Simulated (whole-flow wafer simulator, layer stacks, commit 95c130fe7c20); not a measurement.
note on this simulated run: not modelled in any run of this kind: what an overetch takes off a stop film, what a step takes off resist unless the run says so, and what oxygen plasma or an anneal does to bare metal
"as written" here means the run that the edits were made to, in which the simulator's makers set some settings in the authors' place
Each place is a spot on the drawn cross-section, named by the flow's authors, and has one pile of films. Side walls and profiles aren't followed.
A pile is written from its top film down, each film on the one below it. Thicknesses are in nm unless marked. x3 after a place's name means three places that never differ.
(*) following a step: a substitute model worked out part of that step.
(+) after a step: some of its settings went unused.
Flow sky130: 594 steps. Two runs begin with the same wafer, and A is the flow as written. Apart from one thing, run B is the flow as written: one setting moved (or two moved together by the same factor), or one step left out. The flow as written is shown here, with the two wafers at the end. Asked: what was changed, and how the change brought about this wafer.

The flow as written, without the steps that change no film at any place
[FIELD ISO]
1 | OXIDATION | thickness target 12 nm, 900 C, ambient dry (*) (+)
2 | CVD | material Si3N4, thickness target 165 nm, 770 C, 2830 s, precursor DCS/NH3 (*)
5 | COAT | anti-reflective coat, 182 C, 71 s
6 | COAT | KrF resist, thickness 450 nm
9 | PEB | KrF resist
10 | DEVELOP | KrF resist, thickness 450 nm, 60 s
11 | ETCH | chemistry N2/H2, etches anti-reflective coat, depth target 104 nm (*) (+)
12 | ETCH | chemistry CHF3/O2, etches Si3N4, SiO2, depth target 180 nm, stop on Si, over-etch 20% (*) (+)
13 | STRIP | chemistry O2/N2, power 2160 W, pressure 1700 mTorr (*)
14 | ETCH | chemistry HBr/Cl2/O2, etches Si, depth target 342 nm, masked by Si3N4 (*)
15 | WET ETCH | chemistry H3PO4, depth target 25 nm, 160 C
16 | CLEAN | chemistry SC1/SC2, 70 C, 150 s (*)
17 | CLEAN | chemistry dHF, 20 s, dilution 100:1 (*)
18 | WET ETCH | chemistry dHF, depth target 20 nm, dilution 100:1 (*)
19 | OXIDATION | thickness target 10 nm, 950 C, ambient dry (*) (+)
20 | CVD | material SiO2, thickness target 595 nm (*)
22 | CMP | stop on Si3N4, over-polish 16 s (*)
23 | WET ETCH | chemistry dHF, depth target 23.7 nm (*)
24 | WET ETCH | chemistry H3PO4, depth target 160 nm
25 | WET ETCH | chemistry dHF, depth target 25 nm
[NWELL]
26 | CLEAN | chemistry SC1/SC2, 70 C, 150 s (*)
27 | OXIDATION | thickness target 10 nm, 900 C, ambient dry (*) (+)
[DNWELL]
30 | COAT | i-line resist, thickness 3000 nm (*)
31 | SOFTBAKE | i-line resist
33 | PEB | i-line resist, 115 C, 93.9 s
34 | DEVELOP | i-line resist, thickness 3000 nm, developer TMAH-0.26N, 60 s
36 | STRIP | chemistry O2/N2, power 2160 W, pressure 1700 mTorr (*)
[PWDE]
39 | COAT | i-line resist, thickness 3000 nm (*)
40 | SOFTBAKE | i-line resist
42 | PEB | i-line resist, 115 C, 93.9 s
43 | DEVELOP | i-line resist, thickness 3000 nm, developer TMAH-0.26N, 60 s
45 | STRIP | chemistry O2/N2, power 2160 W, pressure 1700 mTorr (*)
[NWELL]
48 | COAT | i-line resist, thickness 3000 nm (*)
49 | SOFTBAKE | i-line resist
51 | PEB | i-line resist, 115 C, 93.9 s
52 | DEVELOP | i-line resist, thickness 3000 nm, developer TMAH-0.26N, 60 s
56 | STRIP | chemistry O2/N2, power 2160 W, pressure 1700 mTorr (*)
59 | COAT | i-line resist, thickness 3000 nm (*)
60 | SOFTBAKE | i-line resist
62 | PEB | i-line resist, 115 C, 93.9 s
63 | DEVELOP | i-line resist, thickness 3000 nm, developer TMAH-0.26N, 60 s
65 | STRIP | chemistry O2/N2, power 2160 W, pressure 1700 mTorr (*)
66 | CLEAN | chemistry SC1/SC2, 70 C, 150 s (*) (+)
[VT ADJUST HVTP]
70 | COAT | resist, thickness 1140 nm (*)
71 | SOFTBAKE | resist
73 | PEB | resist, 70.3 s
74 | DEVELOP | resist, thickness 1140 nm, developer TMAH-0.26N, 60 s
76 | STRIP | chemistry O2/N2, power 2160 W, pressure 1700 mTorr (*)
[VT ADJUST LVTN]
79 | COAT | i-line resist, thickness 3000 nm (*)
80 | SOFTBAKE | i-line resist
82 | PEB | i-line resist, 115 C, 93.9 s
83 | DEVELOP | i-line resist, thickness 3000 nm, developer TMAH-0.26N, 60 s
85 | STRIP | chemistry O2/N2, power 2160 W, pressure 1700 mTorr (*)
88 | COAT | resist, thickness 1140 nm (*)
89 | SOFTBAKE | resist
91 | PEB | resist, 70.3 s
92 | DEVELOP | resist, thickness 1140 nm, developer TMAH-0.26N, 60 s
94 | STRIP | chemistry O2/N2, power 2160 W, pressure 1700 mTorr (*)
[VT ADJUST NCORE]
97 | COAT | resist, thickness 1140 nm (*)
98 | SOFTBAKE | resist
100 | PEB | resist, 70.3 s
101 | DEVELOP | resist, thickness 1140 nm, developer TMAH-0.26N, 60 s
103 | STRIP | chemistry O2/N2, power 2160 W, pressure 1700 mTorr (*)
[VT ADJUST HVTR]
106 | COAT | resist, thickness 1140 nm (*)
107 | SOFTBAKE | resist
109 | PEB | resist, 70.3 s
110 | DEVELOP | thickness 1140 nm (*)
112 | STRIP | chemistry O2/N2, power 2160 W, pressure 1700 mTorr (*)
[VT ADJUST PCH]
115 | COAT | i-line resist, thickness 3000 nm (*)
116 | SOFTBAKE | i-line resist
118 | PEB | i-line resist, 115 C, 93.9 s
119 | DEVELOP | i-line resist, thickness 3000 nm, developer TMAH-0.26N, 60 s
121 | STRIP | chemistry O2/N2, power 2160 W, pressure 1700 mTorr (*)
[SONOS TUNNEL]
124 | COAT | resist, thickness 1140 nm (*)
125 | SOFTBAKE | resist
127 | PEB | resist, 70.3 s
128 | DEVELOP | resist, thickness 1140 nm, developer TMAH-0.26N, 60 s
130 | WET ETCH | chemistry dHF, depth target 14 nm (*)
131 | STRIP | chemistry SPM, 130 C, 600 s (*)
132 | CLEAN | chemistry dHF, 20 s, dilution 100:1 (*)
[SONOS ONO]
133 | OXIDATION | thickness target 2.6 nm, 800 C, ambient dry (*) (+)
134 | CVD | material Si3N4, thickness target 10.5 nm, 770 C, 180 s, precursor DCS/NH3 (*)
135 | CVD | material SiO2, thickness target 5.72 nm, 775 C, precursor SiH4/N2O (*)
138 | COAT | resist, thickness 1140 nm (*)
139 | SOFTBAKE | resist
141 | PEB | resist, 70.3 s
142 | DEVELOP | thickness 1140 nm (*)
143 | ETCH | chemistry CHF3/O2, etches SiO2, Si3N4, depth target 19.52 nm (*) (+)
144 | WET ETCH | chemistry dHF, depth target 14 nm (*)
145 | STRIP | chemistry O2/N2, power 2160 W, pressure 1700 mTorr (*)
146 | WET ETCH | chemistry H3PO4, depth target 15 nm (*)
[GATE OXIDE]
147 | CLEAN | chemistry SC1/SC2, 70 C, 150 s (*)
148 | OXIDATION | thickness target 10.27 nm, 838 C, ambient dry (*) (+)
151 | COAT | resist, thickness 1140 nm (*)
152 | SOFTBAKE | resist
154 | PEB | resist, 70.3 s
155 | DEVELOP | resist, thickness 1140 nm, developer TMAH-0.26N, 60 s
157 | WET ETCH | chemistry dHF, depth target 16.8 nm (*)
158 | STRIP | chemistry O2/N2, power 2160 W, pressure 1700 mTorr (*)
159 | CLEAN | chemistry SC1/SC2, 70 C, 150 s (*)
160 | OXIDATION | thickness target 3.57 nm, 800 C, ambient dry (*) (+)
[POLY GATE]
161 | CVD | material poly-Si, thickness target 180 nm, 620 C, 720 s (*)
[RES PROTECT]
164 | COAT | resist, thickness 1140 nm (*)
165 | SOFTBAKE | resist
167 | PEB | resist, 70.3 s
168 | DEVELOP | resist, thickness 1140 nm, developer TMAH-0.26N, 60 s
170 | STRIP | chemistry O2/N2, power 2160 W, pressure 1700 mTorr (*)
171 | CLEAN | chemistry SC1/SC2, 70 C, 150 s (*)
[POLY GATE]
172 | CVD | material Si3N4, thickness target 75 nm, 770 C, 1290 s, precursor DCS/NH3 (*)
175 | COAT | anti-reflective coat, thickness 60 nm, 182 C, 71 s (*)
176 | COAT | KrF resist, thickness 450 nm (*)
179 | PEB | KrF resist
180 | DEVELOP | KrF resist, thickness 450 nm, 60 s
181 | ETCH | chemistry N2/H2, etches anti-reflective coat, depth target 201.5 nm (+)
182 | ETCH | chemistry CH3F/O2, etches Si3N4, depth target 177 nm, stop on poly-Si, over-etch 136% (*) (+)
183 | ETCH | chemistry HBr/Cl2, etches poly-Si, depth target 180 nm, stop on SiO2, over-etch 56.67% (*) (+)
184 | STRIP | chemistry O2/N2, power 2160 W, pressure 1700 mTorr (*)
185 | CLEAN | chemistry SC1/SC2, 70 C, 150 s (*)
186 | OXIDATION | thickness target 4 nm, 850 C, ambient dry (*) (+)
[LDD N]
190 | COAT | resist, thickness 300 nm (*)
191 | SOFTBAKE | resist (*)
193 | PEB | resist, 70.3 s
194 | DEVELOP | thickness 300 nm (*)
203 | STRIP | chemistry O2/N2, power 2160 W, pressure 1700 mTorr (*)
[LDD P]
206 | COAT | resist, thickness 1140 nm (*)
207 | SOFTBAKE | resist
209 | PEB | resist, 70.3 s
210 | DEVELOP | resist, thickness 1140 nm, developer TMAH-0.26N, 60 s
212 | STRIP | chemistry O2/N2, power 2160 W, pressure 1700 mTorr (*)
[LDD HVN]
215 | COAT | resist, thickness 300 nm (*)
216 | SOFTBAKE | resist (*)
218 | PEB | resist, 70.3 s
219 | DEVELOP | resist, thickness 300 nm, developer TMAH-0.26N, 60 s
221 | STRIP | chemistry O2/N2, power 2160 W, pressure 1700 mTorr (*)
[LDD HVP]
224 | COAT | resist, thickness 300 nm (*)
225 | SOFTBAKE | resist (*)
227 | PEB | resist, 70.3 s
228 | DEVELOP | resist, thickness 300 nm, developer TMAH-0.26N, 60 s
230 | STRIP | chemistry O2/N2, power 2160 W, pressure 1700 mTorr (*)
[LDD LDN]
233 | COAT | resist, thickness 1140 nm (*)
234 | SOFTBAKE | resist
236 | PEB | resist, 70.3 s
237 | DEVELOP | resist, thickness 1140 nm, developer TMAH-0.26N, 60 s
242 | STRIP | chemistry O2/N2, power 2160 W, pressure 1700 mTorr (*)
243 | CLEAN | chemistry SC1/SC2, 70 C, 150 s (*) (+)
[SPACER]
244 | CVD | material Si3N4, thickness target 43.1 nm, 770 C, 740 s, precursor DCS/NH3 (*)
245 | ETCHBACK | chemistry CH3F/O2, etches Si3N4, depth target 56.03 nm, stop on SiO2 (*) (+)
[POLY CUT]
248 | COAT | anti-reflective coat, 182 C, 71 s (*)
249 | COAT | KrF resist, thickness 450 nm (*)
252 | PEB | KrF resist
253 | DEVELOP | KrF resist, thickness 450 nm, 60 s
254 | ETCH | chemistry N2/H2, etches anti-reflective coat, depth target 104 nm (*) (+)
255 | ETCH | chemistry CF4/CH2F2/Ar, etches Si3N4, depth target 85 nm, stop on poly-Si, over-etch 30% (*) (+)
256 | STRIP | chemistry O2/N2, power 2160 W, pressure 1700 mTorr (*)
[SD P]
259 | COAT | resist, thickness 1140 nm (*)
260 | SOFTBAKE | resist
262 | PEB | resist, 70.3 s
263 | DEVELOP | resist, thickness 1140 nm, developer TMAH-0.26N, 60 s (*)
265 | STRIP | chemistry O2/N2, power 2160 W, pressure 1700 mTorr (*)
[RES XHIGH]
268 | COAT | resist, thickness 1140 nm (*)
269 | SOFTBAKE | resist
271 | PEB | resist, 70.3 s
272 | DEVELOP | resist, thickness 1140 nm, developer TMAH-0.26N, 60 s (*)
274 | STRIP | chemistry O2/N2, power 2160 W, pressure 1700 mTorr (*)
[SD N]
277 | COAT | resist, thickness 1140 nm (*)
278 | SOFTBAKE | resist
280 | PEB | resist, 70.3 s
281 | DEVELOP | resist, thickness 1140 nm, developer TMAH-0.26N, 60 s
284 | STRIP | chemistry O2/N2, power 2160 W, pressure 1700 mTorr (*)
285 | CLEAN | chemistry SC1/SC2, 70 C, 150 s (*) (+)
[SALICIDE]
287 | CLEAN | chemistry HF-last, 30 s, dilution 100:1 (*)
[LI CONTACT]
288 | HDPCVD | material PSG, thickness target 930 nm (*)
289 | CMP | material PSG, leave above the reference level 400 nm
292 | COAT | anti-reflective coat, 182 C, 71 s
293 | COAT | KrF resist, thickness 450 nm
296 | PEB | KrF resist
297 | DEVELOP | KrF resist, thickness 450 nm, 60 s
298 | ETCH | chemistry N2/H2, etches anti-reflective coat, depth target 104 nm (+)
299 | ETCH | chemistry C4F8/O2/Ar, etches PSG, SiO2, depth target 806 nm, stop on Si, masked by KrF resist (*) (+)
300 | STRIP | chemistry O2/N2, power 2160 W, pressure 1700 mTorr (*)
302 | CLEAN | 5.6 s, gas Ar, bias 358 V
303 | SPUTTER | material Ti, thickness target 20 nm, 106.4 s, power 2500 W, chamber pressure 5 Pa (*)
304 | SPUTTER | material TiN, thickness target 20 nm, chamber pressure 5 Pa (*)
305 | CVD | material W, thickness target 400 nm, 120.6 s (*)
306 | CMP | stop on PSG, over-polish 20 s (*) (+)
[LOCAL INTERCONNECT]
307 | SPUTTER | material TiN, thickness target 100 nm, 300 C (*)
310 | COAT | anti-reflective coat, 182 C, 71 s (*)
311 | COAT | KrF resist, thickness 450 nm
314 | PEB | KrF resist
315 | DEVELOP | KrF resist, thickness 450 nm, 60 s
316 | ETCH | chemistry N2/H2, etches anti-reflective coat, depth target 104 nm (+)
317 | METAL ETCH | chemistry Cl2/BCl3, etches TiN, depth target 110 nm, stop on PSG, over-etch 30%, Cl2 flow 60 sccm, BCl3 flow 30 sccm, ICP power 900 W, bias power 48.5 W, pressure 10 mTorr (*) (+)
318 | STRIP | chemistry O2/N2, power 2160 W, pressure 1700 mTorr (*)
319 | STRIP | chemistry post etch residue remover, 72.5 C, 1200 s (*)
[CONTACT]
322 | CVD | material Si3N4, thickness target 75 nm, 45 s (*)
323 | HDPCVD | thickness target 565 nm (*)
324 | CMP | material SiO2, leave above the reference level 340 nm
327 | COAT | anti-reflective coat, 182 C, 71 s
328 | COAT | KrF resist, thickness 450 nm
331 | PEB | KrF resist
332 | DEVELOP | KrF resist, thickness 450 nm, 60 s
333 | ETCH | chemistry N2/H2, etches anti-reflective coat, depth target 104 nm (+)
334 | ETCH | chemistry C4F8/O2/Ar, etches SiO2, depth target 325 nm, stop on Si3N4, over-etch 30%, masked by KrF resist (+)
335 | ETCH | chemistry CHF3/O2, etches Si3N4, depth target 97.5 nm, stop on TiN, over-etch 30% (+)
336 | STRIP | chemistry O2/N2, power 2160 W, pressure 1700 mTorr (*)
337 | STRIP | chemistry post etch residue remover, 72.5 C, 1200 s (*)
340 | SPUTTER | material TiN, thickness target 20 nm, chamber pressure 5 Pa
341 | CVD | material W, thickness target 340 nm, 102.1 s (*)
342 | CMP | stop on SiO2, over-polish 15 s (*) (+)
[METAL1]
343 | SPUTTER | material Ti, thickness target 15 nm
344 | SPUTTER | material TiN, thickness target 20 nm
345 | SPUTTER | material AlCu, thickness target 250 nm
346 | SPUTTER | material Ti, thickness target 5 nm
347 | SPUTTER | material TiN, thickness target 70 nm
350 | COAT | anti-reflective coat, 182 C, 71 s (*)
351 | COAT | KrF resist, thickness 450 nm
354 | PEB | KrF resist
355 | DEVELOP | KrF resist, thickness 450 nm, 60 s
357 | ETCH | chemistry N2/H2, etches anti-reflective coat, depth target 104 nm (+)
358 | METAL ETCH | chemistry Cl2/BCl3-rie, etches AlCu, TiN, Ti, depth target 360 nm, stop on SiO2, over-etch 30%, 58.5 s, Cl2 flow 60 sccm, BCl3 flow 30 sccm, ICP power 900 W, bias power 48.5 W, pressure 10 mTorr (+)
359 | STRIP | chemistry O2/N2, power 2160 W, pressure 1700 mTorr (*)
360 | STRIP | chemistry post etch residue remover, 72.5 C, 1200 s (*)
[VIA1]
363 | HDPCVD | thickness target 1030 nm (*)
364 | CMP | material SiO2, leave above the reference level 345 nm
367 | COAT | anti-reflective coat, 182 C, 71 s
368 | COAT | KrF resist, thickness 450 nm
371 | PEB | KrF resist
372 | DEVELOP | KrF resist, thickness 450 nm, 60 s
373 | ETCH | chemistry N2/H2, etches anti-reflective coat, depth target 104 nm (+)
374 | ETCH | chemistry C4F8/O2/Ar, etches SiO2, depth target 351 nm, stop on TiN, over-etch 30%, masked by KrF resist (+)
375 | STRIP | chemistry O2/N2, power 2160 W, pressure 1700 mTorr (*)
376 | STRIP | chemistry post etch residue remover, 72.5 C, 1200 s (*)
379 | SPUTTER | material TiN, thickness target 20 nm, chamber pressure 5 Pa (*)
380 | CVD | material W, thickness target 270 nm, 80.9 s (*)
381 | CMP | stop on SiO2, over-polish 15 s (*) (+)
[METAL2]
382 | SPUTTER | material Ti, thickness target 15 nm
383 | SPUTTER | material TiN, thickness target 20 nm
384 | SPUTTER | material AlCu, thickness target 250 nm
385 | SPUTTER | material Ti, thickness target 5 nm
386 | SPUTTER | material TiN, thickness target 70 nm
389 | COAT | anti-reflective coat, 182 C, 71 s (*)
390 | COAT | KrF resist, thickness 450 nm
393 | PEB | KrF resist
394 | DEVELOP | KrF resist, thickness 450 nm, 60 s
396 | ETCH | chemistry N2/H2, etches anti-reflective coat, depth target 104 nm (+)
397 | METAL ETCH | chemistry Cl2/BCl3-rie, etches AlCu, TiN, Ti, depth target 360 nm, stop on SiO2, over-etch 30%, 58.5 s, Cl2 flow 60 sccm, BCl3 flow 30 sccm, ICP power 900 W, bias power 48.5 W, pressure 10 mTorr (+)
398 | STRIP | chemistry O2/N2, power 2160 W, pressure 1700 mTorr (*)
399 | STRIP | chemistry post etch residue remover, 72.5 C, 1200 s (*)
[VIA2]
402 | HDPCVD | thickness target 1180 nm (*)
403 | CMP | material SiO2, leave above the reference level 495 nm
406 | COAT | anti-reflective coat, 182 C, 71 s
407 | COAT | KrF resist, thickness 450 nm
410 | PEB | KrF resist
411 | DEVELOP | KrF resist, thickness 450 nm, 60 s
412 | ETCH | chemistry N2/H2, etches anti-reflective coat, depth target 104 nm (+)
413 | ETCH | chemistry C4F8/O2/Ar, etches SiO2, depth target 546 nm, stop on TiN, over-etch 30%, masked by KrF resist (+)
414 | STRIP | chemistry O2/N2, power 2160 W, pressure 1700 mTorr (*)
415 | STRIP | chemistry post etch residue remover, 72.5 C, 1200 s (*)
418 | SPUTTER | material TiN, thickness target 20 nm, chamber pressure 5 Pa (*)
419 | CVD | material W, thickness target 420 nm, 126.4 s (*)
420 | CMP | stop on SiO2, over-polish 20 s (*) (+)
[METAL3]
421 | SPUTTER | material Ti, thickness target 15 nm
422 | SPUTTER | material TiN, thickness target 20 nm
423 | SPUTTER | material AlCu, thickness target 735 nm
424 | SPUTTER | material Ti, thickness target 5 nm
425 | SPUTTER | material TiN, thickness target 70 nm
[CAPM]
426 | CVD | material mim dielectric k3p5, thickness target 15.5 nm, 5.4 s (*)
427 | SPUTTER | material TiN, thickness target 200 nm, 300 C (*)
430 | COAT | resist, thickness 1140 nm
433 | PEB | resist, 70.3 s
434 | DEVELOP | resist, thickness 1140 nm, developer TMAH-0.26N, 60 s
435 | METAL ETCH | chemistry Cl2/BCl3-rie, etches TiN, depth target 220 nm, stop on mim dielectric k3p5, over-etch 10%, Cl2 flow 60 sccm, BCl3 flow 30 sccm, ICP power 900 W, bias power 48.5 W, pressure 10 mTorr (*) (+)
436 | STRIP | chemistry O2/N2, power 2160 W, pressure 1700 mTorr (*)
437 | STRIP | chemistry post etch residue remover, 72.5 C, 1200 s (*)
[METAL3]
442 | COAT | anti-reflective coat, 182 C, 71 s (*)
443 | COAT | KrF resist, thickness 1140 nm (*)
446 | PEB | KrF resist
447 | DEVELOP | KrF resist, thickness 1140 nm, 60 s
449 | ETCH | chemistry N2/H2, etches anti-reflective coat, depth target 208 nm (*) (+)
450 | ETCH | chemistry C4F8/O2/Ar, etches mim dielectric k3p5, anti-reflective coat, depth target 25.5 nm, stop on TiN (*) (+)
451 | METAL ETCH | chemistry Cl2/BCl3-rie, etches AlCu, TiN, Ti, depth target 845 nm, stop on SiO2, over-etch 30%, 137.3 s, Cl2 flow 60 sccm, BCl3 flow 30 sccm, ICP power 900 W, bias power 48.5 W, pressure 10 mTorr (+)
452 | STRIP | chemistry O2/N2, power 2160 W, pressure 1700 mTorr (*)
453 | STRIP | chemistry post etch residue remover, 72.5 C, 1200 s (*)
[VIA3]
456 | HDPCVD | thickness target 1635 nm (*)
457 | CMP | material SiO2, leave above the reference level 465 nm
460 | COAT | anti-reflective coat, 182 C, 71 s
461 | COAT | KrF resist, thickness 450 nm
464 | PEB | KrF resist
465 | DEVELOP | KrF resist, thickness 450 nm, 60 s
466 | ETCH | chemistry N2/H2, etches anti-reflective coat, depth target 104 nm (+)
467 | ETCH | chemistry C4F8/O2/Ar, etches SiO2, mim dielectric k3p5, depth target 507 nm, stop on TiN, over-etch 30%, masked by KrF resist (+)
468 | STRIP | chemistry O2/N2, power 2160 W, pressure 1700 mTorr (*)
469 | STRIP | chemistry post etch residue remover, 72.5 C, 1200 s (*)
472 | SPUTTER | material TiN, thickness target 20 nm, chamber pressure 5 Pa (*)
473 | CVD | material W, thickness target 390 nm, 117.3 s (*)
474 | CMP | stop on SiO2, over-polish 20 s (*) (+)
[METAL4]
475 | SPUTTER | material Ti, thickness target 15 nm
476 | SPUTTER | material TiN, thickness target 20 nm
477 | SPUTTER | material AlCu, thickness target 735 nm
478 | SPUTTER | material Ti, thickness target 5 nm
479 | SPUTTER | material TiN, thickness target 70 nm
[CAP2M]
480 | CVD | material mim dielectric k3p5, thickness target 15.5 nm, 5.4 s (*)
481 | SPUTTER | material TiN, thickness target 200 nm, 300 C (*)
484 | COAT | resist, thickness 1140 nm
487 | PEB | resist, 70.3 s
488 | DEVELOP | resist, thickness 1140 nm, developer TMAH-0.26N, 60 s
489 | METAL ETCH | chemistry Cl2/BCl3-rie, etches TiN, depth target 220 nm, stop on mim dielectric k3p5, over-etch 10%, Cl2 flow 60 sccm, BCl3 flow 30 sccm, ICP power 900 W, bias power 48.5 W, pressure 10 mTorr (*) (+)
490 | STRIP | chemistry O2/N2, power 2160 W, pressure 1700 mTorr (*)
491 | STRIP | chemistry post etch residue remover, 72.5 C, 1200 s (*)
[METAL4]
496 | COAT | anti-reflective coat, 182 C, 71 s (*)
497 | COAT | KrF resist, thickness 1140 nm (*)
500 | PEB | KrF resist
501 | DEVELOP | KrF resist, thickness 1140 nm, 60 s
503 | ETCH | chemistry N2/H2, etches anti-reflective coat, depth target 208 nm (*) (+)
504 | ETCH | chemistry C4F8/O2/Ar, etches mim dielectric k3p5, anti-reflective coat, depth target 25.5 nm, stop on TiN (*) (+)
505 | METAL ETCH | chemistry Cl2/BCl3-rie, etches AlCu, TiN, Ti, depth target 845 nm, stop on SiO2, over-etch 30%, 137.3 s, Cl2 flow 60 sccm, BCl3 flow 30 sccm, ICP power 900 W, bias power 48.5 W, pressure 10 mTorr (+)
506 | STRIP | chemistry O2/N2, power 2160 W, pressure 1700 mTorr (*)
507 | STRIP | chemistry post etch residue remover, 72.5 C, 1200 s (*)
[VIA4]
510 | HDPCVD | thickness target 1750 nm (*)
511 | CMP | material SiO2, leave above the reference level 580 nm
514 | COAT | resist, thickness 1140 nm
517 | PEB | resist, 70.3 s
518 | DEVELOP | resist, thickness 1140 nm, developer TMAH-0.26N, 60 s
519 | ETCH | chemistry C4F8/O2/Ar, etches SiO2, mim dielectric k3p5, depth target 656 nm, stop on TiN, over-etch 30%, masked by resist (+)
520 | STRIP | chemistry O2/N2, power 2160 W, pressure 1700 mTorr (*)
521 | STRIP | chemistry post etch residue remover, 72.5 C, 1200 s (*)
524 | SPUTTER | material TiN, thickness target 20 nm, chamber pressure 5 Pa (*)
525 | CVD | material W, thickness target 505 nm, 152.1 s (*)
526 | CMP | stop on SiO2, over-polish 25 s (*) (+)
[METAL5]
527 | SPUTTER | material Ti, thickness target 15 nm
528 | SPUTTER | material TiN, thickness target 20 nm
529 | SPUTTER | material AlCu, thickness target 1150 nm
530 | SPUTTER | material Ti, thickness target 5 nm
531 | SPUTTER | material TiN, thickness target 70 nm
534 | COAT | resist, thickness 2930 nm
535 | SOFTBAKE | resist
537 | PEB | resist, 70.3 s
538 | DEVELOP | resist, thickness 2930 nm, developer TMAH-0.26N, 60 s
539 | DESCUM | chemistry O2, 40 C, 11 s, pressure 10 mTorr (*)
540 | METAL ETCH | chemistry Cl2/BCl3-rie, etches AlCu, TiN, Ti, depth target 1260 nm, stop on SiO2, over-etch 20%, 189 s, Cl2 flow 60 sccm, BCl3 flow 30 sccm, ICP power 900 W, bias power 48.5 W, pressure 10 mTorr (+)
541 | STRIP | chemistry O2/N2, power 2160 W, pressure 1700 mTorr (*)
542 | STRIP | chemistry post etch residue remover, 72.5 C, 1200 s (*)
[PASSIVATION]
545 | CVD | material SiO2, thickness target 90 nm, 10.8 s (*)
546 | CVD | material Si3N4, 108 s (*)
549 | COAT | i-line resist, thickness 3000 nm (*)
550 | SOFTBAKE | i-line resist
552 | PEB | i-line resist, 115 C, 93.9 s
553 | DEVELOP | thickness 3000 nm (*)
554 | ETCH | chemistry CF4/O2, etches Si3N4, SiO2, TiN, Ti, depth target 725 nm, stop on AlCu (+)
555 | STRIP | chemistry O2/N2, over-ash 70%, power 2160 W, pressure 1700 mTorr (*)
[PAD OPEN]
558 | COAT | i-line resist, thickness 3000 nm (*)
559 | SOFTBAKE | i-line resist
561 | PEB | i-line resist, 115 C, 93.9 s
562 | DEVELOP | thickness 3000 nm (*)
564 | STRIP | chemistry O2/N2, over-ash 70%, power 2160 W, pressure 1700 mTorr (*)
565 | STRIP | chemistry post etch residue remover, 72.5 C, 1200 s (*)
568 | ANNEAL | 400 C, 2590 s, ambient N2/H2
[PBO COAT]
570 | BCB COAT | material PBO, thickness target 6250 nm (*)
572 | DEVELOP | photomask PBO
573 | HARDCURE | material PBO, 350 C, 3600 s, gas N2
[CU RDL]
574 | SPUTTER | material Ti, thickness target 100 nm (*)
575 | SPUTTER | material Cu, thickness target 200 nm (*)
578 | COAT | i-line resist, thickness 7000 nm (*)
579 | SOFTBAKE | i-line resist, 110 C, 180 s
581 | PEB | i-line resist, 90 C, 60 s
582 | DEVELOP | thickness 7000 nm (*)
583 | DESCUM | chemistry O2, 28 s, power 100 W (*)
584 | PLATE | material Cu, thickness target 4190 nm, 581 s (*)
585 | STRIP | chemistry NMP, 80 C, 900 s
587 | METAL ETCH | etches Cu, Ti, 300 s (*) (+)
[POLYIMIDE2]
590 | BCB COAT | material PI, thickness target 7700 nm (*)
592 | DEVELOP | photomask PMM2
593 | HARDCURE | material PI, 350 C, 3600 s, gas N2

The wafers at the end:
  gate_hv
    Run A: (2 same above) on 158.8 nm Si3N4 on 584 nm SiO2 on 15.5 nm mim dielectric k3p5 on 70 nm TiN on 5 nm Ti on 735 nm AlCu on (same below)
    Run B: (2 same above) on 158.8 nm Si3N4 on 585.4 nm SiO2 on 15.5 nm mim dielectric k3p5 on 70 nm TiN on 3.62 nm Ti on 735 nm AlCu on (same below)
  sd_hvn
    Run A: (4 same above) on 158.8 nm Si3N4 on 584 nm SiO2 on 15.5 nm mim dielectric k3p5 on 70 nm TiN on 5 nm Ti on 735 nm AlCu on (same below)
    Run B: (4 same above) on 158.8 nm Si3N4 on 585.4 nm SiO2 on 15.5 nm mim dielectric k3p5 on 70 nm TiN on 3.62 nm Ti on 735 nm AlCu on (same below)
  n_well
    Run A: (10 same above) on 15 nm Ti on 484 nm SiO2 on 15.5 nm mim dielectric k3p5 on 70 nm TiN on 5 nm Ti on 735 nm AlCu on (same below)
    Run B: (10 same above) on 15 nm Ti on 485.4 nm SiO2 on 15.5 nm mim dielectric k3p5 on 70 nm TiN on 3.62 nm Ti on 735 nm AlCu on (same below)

The reason: step 478, SPUTTER: thickness target 3.62 nm was run, whereas the flow has thickness target 5 nm.
One can read it off the wafer: gate_hv has Ti 3.62, and step 478 as written asks for 5 nm.

Step by step, how the change led to this:
  478 | SPUTTER | material Ti, thickness target 5 nm
      field, active, n_well and 189 more: A +5 Ti (new film) | B +3.62 Ti (new film)
  505 | METAL ETCH | chemistry Cl2/BCl3-rie, etches AlCu, TiN, Ti, depth target 845 nm, stop on SiO2, over-etch 30%, 137.3 s, Cl2 flow 60 sccm, BCl3 flow 30 sccm, ICP power 900 W, bias power 48.5 W, pressure 10 mTorr (+)
      field, gate, spacer and 68 more: A -70 TiN (all of it), -5 Ti (all of it), -735 AlCu (all of it), -20 TiN (all of it), -15 Ti (all of it), -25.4 SiO2 | B -70 TiN (all of it), -3.62 Ti (all of it), -735 AlCu (all of it), -20 TiN (all of it), -15 Ti (all of it), -25.5 SiO2
      active, vpp_iso1, mim_edge_plate and 14 more: A -70 TiN (all of it), -5 Ti (all of it), -735 AlCu (all of it), -20 TiN (all of it), -15 Ti (all of it), -25.3 SiO2 | B -70 TiN (all of it), -3.62 Ti (all of it), -735 AlCu (all of it), -20 TiN (all of it), -15 Ti (all of it), -25.5 SiO2
